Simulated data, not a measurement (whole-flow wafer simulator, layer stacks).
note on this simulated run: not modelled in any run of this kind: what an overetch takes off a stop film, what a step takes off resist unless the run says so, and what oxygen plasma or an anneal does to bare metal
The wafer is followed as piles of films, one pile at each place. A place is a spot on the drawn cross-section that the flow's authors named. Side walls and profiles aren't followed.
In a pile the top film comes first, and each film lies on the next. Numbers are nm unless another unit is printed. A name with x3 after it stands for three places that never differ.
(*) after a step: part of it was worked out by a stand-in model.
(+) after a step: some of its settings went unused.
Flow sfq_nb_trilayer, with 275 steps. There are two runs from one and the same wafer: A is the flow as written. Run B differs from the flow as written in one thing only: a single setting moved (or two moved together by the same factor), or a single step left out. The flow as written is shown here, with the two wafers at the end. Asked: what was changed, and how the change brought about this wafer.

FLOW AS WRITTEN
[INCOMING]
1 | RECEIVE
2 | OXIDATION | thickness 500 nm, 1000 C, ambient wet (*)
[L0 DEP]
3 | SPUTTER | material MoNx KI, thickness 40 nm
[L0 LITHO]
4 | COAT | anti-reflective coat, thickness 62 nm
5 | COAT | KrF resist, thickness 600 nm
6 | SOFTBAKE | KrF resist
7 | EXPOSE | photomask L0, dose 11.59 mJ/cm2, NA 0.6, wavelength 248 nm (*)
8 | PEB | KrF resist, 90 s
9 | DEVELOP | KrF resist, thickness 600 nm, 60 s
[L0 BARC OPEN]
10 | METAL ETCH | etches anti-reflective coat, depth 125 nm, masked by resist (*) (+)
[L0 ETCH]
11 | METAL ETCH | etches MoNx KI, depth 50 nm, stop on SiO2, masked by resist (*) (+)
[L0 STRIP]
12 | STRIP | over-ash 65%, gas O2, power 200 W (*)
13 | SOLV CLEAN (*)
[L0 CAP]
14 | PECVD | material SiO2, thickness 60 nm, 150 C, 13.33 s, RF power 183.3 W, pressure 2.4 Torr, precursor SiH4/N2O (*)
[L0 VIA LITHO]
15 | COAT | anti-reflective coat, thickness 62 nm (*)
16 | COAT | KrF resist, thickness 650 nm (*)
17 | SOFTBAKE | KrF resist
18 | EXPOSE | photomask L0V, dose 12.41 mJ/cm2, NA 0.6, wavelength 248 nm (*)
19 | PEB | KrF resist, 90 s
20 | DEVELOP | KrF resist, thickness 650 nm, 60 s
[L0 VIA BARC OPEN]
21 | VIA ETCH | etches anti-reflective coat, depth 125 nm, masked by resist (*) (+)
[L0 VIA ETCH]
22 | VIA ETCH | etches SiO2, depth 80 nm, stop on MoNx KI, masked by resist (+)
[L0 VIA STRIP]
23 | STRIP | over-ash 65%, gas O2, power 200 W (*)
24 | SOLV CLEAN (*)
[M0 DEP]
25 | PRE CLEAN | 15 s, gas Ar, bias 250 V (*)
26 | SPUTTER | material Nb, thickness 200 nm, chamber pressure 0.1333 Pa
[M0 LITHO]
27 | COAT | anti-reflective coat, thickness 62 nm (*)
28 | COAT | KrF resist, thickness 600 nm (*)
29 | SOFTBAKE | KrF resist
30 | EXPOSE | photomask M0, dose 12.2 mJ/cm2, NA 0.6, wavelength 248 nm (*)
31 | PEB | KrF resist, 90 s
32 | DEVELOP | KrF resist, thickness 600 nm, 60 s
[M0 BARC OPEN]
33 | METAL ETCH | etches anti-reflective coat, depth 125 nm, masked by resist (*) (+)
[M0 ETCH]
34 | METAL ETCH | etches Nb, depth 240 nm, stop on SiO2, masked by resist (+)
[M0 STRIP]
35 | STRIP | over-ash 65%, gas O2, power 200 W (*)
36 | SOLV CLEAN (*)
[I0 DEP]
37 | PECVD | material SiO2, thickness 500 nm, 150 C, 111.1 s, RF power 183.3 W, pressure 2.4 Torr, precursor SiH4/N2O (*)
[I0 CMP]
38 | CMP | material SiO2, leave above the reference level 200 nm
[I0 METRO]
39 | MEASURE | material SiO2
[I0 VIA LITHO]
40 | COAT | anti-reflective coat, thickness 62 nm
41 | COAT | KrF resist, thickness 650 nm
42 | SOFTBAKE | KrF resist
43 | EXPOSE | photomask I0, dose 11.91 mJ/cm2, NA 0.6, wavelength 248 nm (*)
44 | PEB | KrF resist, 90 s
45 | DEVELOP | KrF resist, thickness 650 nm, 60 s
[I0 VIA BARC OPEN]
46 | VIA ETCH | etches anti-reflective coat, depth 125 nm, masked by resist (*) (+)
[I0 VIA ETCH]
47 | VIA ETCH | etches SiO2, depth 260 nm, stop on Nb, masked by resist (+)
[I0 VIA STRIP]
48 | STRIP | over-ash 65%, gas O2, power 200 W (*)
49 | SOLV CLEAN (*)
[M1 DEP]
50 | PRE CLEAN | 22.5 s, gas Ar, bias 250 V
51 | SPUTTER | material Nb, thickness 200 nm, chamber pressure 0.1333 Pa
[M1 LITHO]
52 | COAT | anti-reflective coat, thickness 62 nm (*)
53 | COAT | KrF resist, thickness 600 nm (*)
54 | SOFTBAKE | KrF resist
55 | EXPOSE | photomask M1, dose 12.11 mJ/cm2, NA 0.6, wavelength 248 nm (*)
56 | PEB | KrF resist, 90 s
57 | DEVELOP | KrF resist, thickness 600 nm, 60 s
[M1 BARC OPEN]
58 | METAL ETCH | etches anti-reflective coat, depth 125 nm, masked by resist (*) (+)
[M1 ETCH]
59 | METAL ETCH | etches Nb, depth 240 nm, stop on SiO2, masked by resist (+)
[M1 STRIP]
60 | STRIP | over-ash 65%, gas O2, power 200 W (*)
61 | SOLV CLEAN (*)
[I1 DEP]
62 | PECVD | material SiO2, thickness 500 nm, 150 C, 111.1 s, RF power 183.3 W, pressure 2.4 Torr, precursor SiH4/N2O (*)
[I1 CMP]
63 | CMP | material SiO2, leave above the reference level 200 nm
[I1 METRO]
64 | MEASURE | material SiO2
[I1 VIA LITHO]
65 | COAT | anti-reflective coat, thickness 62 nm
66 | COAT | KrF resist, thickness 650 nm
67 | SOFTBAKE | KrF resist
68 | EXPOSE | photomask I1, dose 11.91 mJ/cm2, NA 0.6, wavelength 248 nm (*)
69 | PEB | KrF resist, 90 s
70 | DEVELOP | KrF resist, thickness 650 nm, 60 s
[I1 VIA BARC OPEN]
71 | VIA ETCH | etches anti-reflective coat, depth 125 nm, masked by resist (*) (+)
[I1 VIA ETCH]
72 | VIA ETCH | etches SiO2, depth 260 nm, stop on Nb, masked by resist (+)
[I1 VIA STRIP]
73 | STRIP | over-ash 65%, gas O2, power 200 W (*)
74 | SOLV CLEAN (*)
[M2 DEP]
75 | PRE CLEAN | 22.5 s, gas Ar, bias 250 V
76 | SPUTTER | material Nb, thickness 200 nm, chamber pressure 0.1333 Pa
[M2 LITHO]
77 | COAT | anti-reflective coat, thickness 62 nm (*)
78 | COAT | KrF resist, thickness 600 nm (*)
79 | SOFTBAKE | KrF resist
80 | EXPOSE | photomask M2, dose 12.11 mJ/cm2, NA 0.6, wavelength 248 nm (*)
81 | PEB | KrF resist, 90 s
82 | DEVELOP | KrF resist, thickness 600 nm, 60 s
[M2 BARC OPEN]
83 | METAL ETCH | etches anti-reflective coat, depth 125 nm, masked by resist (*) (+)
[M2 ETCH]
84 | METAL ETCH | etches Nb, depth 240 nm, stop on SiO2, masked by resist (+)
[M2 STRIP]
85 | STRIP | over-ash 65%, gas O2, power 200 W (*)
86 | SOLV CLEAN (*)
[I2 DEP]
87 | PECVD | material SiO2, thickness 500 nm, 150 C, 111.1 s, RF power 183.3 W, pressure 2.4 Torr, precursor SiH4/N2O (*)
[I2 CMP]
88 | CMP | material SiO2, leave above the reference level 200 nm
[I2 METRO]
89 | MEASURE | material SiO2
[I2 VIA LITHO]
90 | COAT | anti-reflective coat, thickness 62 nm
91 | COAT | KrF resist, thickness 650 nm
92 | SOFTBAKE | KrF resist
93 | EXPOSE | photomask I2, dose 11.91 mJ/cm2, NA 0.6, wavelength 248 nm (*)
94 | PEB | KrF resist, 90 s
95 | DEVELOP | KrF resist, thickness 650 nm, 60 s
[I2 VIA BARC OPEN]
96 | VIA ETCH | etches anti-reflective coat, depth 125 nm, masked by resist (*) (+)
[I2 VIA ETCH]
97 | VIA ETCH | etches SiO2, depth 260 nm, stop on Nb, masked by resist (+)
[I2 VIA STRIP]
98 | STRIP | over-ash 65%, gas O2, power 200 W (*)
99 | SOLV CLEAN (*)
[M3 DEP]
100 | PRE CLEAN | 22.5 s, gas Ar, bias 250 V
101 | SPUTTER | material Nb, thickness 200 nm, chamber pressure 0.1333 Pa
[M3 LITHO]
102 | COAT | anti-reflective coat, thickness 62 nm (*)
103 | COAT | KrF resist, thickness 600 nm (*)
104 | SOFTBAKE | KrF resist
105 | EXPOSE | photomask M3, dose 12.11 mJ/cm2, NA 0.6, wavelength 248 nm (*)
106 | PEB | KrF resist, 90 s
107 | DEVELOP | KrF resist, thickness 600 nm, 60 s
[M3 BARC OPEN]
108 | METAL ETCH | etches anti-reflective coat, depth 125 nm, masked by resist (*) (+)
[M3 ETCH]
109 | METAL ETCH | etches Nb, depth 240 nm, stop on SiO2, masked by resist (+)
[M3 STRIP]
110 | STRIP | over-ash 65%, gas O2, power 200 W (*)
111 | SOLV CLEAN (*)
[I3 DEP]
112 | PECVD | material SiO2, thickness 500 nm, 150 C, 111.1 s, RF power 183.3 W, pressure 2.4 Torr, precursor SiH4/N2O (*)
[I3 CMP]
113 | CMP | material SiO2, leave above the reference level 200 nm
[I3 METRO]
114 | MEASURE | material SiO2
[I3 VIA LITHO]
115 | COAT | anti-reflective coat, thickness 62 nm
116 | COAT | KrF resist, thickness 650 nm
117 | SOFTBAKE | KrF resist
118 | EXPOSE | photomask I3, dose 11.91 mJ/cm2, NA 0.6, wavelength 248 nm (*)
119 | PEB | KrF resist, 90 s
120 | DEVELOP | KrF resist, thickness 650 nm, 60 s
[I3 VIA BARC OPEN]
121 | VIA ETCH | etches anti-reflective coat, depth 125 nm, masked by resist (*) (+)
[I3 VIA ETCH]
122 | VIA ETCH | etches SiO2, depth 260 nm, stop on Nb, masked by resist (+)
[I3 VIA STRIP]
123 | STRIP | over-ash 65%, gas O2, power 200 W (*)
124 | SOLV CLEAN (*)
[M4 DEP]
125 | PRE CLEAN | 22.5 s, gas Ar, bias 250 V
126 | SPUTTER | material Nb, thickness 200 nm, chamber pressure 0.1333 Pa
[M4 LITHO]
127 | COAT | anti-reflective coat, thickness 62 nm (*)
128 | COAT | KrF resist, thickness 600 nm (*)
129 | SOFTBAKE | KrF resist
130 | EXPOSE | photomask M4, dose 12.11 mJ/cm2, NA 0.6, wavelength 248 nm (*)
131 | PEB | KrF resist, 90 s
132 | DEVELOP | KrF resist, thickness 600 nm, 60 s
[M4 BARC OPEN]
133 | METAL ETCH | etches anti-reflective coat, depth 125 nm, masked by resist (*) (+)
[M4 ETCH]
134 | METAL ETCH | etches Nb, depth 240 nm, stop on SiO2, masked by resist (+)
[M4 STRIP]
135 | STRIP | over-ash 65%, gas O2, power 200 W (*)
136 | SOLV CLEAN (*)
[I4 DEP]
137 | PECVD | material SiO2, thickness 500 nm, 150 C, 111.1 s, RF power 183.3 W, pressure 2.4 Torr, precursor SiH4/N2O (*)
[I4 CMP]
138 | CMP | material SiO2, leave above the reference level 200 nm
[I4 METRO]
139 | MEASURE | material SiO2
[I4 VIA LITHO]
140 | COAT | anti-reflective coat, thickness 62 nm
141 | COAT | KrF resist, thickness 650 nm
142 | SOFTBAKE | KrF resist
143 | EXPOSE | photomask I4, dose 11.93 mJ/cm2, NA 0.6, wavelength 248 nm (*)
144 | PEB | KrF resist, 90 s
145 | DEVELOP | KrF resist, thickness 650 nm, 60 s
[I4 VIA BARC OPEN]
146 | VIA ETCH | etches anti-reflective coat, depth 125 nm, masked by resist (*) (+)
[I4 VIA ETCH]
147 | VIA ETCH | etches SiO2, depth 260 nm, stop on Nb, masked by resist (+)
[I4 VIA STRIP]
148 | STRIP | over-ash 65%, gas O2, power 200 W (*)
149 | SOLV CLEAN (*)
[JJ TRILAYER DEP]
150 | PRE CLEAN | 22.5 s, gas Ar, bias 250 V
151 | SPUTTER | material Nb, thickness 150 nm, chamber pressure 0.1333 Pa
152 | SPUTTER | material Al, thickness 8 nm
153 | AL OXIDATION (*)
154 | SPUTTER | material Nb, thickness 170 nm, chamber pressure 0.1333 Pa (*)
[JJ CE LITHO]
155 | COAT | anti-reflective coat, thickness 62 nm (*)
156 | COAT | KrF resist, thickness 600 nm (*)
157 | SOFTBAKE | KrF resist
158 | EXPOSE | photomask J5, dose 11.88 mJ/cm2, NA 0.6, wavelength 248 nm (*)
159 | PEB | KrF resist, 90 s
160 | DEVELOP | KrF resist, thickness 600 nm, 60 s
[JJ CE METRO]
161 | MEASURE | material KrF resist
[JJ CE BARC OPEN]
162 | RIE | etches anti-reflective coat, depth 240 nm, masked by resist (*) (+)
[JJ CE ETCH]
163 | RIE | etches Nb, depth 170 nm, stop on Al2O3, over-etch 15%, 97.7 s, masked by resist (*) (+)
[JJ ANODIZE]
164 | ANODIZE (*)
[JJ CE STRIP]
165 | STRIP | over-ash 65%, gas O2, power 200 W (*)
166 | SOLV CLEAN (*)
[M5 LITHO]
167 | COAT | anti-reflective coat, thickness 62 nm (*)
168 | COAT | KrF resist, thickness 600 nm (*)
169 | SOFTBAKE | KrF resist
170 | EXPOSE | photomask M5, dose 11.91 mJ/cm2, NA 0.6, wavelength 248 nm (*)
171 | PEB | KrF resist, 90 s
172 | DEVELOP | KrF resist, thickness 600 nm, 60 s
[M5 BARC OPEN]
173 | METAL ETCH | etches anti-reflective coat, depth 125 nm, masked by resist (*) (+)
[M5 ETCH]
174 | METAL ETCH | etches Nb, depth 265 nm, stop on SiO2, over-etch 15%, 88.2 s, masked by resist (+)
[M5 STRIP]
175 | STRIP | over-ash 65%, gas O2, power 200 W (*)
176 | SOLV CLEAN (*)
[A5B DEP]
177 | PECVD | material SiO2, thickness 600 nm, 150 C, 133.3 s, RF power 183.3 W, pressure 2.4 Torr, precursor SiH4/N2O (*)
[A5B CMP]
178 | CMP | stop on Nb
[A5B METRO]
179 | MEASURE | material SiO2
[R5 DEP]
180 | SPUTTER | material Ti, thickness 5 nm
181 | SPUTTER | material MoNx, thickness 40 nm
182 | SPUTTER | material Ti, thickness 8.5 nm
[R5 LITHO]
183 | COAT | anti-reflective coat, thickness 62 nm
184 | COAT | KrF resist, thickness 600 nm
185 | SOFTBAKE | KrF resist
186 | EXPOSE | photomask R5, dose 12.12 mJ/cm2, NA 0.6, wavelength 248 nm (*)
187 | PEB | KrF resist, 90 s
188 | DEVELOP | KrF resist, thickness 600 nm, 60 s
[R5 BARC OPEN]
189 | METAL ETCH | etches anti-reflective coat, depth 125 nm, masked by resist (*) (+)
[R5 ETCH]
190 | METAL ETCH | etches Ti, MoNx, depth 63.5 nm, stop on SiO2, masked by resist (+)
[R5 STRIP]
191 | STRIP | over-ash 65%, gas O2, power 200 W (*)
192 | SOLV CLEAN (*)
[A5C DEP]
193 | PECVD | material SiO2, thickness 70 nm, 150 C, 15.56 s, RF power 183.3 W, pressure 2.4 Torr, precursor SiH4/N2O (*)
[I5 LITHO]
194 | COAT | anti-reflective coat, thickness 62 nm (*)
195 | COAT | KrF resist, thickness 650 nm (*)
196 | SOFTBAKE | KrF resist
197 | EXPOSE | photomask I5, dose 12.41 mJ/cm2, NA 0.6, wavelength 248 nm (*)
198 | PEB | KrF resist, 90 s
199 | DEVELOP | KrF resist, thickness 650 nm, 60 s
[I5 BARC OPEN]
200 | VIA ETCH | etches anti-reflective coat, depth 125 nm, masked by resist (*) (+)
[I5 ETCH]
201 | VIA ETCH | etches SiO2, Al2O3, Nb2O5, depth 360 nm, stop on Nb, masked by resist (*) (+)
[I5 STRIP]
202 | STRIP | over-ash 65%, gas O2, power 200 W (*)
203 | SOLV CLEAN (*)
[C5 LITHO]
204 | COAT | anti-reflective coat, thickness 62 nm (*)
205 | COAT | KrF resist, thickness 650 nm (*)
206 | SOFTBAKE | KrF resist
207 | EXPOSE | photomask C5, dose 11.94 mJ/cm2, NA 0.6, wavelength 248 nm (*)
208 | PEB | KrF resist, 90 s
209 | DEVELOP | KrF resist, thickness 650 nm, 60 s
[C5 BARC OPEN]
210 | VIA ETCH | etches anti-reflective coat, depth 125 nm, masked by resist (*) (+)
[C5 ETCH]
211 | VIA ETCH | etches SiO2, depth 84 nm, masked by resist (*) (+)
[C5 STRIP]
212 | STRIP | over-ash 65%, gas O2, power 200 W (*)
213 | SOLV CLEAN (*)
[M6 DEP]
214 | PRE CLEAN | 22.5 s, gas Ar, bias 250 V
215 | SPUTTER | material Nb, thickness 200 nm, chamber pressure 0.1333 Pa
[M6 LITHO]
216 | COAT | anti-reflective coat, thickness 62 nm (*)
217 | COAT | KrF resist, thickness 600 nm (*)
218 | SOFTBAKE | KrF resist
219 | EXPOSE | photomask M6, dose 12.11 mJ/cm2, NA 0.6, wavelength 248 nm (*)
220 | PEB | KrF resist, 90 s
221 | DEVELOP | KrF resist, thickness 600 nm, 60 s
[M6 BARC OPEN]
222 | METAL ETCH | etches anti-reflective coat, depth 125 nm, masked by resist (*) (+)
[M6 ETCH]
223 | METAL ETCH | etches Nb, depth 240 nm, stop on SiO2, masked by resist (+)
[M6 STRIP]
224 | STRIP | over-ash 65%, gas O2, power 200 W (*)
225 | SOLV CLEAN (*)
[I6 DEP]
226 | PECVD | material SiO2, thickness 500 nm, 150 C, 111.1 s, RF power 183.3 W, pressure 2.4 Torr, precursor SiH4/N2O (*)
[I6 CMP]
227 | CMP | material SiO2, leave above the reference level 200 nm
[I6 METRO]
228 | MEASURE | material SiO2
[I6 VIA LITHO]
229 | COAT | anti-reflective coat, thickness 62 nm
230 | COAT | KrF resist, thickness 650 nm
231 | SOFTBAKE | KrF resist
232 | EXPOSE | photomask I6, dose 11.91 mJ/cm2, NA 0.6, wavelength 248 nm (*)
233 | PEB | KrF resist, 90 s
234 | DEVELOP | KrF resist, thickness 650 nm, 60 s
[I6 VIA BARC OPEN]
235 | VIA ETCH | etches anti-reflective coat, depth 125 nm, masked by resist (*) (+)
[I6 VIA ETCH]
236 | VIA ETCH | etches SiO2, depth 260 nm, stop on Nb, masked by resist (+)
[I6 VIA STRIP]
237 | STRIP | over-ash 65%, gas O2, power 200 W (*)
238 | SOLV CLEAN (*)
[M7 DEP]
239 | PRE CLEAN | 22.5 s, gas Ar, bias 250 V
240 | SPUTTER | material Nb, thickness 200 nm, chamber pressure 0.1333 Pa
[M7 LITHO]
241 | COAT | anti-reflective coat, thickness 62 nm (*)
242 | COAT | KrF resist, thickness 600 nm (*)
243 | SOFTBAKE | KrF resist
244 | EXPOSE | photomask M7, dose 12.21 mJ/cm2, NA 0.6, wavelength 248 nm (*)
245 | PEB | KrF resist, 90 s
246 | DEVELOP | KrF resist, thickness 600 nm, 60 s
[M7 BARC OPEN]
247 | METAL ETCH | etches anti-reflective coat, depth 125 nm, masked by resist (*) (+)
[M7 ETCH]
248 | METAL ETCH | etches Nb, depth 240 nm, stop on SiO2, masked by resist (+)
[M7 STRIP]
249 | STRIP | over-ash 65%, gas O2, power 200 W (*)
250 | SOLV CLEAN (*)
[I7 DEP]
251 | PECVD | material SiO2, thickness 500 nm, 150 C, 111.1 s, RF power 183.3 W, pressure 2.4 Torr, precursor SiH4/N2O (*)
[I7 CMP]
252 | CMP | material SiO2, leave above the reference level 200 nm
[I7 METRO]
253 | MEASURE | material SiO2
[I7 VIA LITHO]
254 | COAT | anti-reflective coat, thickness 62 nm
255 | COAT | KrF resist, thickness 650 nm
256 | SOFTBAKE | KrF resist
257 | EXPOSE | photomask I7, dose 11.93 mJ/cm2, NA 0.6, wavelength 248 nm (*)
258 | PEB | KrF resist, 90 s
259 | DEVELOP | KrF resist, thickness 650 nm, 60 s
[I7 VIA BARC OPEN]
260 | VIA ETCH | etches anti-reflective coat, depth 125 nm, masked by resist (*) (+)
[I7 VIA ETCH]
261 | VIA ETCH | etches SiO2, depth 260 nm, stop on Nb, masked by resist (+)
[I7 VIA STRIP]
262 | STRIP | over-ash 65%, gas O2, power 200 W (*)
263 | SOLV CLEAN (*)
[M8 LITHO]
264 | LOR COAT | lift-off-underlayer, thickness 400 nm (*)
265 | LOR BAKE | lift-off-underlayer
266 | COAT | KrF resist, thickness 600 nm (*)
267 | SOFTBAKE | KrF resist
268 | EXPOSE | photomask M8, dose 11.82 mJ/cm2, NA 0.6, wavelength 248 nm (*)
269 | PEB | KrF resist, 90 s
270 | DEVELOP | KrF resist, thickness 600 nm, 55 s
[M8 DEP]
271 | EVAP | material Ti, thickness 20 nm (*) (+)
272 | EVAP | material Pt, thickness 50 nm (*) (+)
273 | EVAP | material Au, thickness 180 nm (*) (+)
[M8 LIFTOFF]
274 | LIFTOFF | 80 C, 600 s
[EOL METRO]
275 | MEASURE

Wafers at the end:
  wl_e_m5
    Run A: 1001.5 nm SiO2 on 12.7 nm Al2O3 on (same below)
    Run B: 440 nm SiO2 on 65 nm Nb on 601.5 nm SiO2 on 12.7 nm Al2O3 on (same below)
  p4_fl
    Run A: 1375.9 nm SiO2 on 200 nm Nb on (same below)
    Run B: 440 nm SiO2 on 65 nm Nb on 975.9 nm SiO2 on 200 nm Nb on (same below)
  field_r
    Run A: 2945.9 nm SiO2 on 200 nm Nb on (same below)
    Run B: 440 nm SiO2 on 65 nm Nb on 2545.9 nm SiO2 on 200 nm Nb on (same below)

Cause: step 240, SPUTTER: thickness 305 nm was run, whereas the flow has thickness 200 nm.

The path from the change to this, step by step:
  240 | SPUTTER | material Nb, thickness 200 nm, chamber pressure 0.1333 Pa
      field_l, v_sur, via_wl and 102 more: A +200 Nb (new film) | B +305 Nb (new film)
      via_v: A +161.1 Nb | B +246.4 Nb
  241 | COAT | anti-reflective coat, thickness 62 nm (*)
      via_v: A +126 anti-reflective coat (new film) | B +129.5 anti-reflective coat (new film)
  248 | METAL ETCH | etches Nb, depth 240 nm, stop on SiO2, masked by resist (+)
      field_l, field_r, lsp_l and 62 more: A -200 Nb (all of it) | B -240 Nb
  249 | STRIP | over-ash 65%, gas O2, power 200 W (*)
      via_v: A -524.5 KrF resist (all of it), -126 anti-reflective coat (all of it) | B -538 KrF resist (all of it), -129.5 anti-reflective coat (all of it)
  251 | PECVD | material SiO2, thickness 500 nm, 150 C, 111.1 s, RF power 183.3 W, pressure 2.4 Torr, precursor SiH4/N2O (*)
      field_l, p4_fl, p4_fm and 56 more: A +500 SiO2 | B +500 SiO2 (new film)
      field_r, lsp_l: A +477.7 SiO2 | B +473.2 SiO2 (new film)
      (as well as at 4 more places)
  252 | CMP | material SiO2, leave above the reference level 200 nm
      field_l, p4_fl, p4_fm and 56 more: A -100 SiO2 | B -60 SiO2
      field_r, lsp_l: A -77.7 SiO2 | B -33.2 SiO2
      (as well as at 3 more places)
With metal films that touch counted as one body, wl_e_m5 has 7 bodies (between them, from the top down: SiO2 601.5 / Al2O3 12.7 / Nb2O5 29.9; SiO2 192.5; SiO2 192.5; SiO2 192.5; SiO2 192.5; SiO2 192.5); the flow as written gives 6 bodies (between them, from the top down: SiO2 192.5; SiO2 192.5; SiO2 192.5; SiO2 192.5; SiO2 192.5).
With metal films that touch counted as one body, p4_fl has 3 bodies (between them, from the top down: SiO2 975.9; SiO2 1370); the flow as written gives 2 bodies (between them, from the top down: SiO2 1370).
With metal films that touch counted as one body, field_r has 2 bodies (between them, from the top down: SiO2 2545.9); the flow as written gives 1 body.
